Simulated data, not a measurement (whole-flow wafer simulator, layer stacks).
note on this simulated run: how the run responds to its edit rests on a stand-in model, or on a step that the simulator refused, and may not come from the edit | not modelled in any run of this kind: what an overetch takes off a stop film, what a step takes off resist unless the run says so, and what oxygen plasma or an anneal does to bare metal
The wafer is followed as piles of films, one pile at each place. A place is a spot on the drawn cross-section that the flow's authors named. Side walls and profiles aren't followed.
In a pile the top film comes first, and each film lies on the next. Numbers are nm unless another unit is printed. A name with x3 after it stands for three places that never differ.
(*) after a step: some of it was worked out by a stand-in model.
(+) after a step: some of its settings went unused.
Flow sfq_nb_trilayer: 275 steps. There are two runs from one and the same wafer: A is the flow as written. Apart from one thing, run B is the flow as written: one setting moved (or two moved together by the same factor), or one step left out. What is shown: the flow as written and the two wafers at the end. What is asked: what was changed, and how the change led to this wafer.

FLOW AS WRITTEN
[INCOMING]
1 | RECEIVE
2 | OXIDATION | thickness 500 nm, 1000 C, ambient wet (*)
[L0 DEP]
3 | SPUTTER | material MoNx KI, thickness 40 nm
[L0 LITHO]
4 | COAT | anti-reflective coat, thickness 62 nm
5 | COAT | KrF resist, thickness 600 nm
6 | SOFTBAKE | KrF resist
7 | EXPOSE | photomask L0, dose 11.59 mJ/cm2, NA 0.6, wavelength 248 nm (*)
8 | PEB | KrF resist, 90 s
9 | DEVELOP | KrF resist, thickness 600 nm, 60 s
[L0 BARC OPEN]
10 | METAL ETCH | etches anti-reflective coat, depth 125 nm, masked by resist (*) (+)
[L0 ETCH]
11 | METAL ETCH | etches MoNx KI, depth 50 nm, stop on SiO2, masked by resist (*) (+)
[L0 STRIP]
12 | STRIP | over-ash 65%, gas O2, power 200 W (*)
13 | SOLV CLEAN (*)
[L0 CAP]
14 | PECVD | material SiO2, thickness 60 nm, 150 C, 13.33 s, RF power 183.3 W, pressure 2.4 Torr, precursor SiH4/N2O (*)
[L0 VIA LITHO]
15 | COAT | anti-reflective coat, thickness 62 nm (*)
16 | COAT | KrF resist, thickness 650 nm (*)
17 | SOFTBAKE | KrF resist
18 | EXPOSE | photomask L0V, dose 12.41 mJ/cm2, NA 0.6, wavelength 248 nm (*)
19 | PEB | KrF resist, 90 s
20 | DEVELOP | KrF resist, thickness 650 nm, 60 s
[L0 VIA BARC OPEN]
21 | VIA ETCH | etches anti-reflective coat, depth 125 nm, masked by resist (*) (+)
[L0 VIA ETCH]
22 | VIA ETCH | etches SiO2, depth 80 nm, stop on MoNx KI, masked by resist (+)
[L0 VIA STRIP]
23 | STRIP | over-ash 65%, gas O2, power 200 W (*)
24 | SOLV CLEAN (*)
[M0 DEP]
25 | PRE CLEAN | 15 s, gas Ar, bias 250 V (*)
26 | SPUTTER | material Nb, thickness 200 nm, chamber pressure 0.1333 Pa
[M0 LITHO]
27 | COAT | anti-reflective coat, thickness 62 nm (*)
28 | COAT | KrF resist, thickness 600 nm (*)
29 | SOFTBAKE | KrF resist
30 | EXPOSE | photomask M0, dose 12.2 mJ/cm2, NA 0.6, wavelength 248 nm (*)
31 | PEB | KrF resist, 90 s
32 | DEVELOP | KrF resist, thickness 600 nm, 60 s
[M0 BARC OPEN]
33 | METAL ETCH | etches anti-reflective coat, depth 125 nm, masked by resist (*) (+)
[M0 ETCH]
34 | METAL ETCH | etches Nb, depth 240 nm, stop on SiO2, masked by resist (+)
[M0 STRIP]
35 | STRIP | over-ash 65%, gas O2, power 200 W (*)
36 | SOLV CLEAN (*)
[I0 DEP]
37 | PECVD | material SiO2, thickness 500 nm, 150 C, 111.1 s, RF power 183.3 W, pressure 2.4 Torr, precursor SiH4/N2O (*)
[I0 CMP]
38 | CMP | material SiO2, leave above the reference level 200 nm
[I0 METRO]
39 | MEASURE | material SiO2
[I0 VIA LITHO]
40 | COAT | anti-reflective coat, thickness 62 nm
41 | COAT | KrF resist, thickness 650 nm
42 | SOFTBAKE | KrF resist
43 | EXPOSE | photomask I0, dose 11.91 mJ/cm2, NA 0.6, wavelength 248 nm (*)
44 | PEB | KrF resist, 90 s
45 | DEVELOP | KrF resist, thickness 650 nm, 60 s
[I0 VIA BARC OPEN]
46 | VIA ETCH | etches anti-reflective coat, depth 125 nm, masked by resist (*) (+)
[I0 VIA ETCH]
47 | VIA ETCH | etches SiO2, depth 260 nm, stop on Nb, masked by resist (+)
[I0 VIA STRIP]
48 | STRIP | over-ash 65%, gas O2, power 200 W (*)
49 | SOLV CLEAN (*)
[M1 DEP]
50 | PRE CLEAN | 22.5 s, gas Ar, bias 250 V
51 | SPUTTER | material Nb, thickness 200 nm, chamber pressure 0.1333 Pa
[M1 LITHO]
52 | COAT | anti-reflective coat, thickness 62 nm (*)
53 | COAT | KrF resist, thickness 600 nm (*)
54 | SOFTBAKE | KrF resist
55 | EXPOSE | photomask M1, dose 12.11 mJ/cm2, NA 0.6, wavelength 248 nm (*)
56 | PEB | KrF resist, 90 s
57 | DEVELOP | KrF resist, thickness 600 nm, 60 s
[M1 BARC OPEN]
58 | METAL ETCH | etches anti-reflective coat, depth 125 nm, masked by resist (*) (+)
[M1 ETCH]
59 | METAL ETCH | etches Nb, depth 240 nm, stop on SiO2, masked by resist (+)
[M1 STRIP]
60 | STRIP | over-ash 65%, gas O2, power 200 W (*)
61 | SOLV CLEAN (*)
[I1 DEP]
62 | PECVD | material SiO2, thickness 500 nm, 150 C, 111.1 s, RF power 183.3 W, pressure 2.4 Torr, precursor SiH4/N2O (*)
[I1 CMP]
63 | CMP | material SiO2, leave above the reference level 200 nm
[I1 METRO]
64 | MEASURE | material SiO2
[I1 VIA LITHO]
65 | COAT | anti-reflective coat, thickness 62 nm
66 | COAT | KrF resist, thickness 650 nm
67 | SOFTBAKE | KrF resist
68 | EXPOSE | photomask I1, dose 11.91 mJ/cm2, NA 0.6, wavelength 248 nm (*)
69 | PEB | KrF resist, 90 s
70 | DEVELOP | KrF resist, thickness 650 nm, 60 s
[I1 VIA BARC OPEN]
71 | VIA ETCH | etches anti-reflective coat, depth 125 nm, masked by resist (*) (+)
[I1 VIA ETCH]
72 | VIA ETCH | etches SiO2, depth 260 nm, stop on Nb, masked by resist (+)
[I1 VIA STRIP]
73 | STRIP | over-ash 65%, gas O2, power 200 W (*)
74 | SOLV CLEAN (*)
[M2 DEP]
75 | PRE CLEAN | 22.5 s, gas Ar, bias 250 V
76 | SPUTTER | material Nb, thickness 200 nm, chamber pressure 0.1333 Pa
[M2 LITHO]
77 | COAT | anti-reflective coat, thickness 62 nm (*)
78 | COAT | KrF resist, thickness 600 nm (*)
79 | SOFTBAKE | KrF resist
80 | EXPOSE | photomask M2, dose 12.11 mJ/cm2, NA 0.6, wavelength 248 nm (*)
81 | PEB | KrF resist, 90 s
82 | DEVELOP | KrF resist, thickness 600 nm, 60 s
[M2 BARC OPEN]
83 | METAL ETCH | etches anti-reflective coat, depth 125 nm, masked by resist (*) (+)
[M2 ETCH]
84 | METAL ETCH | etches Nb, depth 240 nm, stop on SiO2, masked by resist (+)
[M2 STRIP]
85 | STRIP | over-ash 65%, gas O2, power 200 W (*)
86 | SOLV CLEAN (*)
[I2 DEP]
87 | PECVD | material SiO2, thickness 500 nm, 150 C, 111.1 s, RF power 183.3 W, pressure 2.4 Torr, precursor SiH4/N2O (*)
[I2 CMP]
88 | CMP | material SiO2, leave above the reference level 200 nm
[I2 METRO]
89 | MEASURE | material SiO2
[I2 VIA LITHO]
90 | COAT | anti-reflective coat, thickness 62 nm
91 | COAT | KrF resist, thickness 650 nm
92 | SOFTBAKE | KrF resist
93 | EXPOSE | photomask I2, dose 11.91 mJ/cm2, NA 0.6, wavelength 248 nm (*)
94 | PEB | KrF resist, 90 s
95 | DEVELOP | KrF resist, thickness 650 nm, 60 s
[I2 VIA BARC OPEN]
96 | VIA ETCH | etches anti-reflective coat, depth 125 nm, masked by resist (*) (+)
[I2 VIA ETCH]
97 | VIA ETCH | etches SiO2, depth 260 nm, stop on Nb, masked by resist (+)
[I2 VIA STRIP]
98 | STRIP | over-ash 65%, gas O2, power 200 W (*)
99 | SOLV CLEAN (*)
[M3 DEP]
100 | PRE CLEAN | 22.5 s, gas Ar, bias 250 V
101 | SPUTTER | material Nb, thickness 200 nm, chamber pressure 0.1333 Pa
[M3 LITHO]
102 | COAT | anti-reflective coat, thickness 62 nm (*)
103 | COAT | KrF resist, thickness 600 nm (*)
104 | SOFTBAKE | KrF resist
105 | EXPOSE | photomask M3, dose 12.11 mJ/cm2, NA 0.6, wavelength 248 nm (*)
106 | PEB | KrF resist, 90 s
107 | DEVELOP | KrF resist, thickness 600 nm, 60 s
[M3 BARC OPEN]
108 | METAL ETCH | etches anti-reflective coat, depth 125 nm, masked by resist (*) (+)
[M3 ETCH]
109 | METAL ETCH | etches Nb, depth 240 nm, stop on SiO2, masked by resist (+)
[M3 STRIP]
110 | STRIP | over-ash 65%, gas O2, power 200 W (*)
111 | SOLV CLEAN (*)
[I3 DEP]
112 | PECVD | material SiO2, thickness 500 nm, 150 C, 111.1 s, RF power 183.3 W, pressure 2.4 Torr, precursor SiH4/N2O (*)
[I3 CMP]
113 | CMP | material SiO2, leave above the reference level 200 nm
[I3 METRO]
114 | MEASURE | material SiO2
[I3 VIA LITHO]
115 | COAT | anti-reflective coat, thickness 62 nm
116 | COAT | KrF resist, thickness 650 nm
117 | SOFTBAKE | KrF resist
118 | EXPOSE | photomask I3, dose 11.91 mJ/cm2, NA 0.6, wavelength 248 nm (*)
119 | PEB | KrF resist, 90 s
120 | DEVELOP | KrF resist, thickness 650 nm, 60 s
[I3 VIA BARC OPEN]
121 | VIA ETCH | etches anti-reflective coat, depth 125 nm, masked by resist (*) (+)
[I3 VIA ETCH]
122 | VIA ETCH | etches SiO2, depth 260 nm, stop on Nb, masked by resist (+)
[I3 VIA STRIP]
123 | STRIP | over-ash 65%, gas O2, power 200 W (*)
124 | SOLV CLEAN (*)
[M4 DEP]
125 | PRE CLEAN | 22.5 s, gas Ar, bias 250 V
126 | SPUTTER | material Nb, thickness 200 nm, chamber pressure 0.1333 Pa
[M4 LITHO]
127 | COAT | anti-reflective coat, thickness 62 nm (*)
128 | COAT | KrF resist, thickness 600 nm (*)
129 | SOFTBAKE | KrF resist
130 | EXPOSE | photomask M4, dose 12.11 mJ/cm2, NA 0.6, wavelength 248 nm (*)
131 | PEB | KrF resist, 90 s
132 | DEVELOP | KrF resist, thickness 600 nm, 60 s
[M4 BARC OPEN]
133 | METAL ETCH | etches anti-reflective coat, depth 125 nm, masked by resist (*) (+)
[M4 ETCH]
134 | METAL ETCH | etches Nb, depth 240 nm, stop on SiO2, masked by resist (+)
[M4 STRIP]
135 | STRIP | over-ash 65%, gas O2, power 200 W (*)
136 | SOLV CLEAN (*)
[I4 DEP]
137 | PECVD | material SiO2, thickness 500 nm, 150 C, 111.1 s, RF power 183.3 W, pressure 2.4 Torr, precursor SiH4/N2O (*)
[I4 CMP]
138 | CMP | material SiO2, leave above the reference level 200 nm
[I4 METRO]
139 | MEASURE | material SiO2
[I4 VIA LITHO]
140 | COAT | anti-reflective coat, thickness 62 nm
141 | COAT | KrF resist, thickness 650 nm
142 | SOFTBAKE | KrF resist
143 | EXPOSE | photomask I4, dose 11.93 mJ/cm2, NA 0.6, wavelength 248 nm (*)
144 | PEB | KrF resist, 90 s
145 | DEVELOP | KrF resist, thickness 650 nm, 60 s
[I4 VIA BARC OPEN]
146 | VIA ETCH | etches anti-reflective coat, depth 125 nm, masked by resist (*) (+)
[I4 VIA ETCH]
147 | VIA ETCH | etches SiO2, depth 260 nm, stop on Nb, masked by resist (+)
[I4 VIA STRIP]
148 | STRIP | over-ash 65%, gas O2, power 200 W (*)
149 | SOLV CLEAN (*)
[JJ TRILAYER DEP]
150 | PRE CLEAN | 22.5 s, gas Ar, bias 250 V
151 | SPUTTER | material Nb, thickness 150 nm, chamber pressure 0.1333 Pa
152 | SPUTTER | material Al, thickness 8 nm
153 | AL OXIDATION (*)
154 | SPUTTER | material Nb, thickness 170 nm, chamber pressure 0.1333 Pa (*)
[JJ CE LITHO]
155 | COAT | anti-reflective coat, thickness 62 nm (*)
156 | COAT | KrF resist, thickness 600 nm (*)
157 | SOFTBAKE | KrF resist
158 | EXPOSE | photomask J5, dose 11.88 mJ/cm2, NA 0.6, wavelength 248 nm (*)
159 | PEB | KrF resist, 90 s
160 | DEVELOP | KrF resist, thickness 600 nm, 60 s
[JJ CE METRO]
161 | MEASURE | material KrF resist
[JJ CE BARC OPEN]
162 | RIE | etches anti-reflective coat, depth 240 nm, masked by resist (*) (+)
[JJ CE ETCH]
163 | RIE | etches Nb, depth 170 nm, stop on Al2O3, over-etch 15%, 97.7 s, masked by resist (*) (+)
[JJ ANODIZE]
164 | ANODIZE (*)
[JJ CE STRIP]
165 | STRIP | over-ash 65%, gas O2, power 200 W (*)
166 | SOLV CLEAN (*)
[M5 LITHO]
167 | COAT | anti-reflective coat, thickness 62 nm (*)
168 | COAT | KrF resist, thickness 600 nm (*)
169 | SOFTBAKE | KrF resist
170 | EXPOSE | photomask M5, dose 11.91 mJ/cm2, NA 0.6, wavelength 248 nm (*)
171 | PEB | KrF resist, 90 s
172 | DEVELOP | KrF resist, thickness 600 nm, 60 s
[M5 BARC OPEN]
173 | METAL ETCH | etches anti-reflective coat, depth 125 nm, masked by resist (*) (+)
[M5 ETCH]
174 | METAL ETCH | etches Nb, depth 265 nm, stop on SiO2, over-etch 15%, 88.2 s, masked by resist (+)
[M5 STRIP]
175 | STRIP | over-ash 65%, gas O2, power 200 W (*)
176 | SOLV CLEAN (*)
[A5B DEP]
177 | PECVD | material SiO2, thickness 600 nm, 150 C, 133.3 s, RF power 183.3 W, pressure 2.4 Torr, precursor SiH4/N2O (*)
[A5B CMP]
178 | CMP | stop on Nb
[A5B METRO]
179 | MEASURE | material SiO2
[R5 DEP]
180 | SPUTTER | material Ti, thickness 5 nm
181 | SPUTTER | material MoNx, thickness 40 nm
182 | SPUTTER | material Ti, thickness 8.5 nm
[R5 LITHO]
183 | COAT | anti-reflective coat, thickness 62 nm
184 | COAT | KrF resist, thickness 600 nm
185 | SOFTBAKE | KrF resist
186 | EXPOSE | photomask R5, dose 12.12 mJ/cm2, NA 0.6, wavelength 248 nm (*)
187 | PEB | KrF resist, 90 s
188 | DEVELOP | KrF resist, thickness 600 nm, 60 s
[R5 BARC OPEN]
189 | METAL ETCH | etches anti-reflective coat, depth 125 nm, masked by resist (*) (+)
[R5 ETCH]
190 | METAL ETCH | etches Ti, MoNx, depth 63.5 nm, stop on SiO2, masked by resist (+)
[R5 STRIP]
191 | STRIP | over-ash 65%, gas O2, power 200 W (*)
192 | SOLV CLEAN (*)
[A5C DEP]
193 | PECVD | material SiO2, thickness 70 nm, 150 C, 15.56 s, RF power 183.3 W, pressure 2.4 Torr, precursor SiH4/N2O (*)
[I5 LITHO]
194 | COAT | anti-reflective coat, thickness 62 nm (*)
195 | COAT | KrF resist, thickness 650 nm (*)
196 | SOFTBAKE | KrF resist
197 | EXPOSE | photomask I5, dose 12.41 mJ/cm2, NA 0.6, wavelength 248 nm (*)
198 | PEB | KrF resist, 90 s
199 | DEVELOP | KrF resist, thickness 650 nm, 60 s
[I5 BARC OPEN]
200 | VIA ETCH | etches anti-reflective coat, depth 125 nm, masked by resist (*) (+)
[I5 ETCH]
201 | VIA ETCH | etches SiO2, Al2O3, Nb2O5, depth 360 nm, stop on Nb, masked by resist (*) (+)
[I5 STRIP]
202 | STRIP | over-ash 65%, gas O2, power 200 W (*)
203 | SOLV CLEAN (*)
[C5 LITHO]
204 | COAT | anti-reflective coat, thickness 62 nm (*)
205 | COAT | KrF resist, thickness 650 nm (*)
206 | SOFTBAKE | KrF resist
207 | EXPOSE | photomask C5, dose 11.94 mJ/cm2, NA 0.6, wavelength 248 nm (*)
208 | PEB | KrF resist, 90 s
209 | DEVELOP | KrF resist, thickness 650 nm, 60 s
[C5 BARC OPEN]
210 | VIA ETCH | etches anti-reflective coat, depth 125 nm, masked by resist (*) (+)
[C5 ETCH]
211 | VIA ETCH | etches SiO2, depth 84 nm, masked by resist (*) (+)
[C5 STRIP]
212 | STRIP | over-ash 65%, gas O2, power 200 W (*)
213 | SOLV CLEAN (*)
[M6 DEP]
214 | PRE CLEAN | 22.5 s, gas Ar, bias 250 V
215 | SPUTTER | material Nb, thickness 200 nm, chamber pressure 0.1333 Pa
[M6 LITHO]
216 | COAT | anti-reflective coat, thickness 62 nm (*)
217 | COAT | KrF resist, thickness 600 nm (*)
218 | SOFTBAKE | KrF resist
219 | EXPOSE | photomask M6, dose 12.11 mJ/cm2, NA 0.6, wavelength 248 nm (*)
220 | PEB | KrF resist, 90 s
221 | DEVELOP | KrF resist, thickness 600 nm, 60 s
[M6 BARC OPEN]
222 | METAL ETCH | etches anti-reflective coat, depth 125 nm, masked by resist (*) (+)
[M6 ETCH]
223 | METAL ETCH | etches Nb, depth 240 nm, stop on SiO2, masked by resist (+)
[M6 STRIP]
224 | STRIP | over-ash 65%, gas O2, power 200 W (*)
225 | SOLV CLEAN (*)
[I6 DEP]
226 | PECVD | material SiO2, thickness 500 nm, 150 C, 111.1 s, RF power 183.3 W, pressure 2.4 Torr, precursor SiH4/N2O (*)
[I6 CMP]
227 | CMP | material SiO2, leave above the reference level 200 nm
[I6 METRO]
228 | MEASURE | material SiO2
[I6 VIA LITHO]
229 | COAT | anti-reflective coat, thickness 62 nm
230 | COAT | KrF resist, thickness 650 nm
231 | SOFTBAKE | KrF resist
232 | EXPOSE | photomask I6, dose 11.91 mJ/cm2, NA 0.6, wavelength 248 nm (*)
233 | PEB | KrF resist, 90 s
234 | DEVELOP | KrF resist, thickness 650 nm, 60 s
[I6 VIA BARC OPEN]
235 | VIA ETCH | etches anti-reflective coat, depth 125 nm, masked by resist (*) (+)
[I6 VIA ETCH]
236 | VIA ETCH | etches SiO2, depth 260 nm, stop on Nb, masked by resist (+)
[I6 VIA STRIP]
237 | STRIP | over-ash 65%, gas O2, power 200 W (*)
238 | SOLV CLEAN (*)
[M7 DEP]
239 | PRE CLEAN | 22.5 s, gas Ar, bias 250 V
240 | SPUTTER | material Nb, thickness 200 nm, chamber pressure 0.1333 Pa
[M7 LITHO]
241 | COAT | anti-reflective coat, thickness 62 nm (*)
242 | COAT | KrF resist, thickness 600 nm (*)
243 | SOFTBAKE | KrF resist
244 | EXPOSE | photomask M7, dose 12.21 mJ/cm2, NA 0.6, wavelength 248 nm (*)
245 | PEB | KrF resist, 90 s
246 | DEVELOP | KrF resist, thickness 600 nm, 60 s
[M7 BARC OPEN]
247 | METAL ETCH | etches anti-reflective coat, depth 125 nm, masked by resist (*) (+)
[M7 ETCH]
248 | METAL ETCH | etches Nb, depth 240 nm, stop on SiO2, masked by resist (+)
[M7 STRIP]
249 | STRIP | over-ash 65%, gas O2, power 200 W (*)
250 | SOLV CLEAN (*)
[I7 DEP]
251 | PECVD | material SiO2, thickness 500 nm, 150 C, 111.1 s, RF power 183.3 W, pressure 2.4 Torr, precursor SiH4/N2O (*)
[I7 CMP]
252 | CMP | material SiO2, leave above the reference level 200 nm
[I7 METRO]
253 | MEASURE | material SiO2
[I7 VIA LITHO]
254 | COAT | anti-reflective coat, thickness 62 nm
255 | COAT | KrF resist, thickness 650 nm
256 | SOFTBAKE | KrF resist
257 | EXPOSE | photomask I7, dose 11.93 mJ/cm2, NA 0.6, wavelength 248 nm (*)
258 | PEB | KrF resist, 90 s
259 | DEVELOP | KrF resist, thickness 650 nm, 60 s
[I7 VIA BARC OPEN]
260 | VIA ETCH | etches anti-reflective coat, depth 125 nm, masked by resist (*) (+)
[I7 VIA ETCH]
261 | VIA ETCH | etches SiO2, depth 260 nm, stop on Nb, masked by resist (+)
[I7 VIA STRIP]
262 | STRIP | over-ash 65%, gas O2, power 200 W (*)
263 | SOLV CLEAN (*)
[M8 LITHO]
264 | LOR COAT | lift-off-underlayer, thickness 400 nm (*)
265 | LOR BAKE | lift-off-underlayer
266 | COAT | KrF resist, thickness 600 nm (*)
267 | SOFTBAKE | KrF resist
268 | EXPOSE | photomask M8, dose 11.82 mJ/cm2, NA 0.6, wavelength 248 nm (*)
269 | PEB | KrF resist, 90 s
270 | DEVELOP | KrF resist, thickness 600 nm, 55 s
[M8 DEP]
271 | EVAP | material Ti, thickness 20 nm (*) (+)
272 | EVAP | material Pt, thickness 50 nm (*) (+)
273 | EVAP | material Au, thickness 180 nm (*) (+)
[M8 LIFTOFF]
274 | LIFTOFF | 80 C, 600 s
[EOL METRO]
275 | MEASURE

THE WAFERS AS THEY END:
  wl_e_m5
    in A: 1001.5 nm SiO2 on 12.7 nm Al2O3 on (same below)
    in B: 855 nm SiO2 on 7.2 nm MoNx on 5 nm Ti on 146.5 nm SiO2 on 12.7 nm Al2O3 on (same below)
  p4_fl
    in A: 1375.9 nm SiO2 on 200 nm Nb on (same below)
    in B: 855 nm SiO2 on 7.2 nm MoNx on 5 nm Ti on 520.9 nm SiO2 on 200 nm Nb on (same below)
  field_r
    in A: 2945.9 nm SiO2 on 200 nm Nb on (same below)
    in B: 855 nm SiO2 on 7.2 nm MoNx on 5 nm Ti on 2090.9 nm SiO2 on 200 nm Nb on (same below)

The reason: step 190, METAL ETCH: depth 41.3 nm was run, whereas the flow has depth 63.5 nm.

How this came from the change, step by step:
  190 | METAL ETCH | etches Ti, MoNx, depth 63.5 nm, stop on SiO2, masked by resist (+)
      field_l, v_sur, via_wl and 92 more: A -8.5 Ti (all of it), -40 MoNx (all of it), -5 Ti (all of it) | B -8.5 Ti (all of it), -32.8 MoNx
      ce_l, c5j, ce_r, wl_jj: A -8.5 Ti (all of it), -40 MoNx (all of it), -5 Ti (all of it), -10 Nb | B -8.5 Ti (all of it), -32.8 MoNx
      (as well as at 7 more places)
  193 | PECVD | material SiO2, thickness 70 nm, 150 C, 15.56 s, RF power 183.3 W, pressure 2.4 Torr, precursor SiH4/N2O (*)
      field_l, v_sur, via_wl and 92 more: A +70 SiO2 | B +70 SiO2 (new film)
  194 | COAT | anti-reflective coat, thickness 62 nm (*)
      wl_j_sl, wl_j_sr: A +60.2 anti-reflective coat (new film) | B +62 anti-reflective coat (new film)
      r5r_spacepad_l, r5r_spacepad_r: A +84.4 anti-reflective coat (new film) | B +79.1 anti-reflective coat (new film)
      (as well as at 11 more places)
  201 | VIA ETCH | etches SiO2, Al2O3, Nb2O5, depth 360 nm, stop on Nb, masked by resist (*) (+)
      be: A -216.4 SiO2 (all of it), -12.7 Al2O3 (all of it), -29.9 Nb2O5 (all of it) | B -69.8 SiO2 (all of it), -7.2 MoNx (all of it), -5 Ti (all of it), -146.5 SiO2 (all of it), -12.7 Al2O3 (all of it), -29.9 Nb2O5 (all of it)
  202 | STRIP | over-ash 65%, gas O2, power 200 W (*)
      wl_j_sl, wl_j_sr: A -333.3 KrF resist (all of it), -60.2 anti-reflective coat (all of it) | B -333.2 KrF resist (all of it), -62 anti-reflective coat (all of it)
      r5r_spacepad_l, r5r_spacepad_r: A -335.6 KrF resist (all of it), -84.4 anti-reflective coat (all of it) | B -335.1 KrF resist (all of it), -79.1 anti-reflective coat (all of it)
      (as well as at 11 more places)
  204 | COAT | anti-reflective coat, thickness 62 nm (*)
      wl_j_sl, wl_j_sr: A +60.2 anti-reflective coat (new film) | B +62 anti-reflective coat (new film)
      r5r_spacepad_l, r5r_spacepad_r: A +84.4 anti-reflective coat (new film) | B +79.1 anti-reflective coat (new film)
      (as well as at 11 more places)
  210 | VIA ETCH | etches anti-reflective coat, depth 125 nm, masked by resist (*) (+)
      c5j: A -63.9 anti-reflective coat (all of it), -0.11 SiO2 | B -61.3 anti-reflective coat (all of it), -0.13 SiO2
  211 | VIA ETCH | etches SiO2, depth 84 nm, masked by resist (*) (+)
      c5j: A -69.9 SiO2 (all of it), -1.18 Nb | B -69.9 SiO2 (all of it)
  212 | STRIP | over-ash 65%, gas O2, power 200 W (*)
      wl_j_sl, wl_j_sr: A -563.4 KrF resist (all of it), -60.2 anti-reflective coat (all of it) | B -562.4 KrF resist (all of it), -62 anti-reflective coat (all of it)
      r5r_spacepad_l, r5r_spacepad_r: A -565.8 KrF resist (all of it), -84.4 anti-reflective coat (all of it) | B -564.3 KrF resist (all of it), -79.1 anti-reflective coat (all of it)
      (as well as at 10 more places)
  214 | PRE CLEAN | 22.5 s, gas Ar, bias 250 V
      c5j: A -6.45 Nb | B -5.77 MoNx
  215 | SPUTTER | material Nb, thickness 200 nm, chamber pressure 0.1333 Pa
      c5j: A +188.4 Nb | B +189.1 Nb (new film)
  216 | COAT | anti-reflective coat, thickness 62 nm (*)
      r5r_line_l, r5r_line_c, r5r_line_r: A +50 anti-reflective coat (new film) | B +52 anti-reflective coat (new film)
      wl_j_sl, wl_j_sr: A +60.2 anti-reflective coat (new film) | B +62 anti-reflective coat (new film)
      (as well as at 11 more places)
  222 | METAL ETCH | etches anti-reflective coat, depth 125 nm, masked by resist (*) (+)
      r5r_line_l, r5r_line_c, r5r_line_r: A -50 anti-reflective coat (all of it) | B -52 anti-reflective coat (all of it)
      r5r_spacepad_l, r5r_spacepad_r: A -85.7 anti-reflective coat (all of it) | B -79.8 anti-reflective coat (all of it)
      (as well as at 1 more place)
  224 | STRIP | over-ash 65%, gas O2, power 200 W (*)
      wl_j_sl, wl_j_sr: A -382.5 KrF resist (all of it), -60.2 anti-reflective coat (all of it) | B -382.4 KrF resist (all of it), -62 anti-reflective coat (all of it)
      be_sur: A -371.2 KrF resist (all of it), -43.8 anti-reflective coat (all of it) | B -370.6 KrF resist (all of it), -42.9 anti-reflective coat (all of it)
      (as well as at 7 more places)
  226 | PECVD | material SiO2, thickness 500 nm, 150 C, 111.1 s, RF power 183.3 W, pressure 2.4 Torr, precursor SiH4/N2O (*)
      r5r_spacepad_l, r5r_spacepad_r: A +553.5 SiO2 | B +538.8 SiO2
      be: A +693.5 SiO2 (new film) | B +708.4 SiO2 (new film)
  227 | CMP | material SiO2, leave above the reference level 200 nm
      ce_l, ce_r, wl_jj: A -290 SiO2 | B -300 SiO2
      be_r, r_sur, r_end: A -353.5 SiO2 | B -341.3 SiO2
      (as well as at 7 more places)
With metal films that touch counted as one body, wl_e_m5 has 7 bodies (between them, from the top down: SiO2 146.5 / Al2O3 12.7 / Nb2O5 29.9; SiO2 192.5; SiO2 192.5; SiO2 192.5; SiO2 192.5; SiO2 192.5); the flow as written gives 6 bodies (between them, from the top down: SiO2 192.5; SiO2 192.5; SiO2 192.5; SiO2 192.5; SiO2 192.5).
With metal films that touch counted as one body, p4_fl has 3 bodies (between them, from the top down: SiO2 520.9; SiO2 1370); the flow as written gives 2 bodies (between them, from the top down: SiO2 1370).
With metal films that touch counted as one body, field_r has 2 bodies (between them, from the top down: SiO2 2090.9); the flow as written gives 1 body.
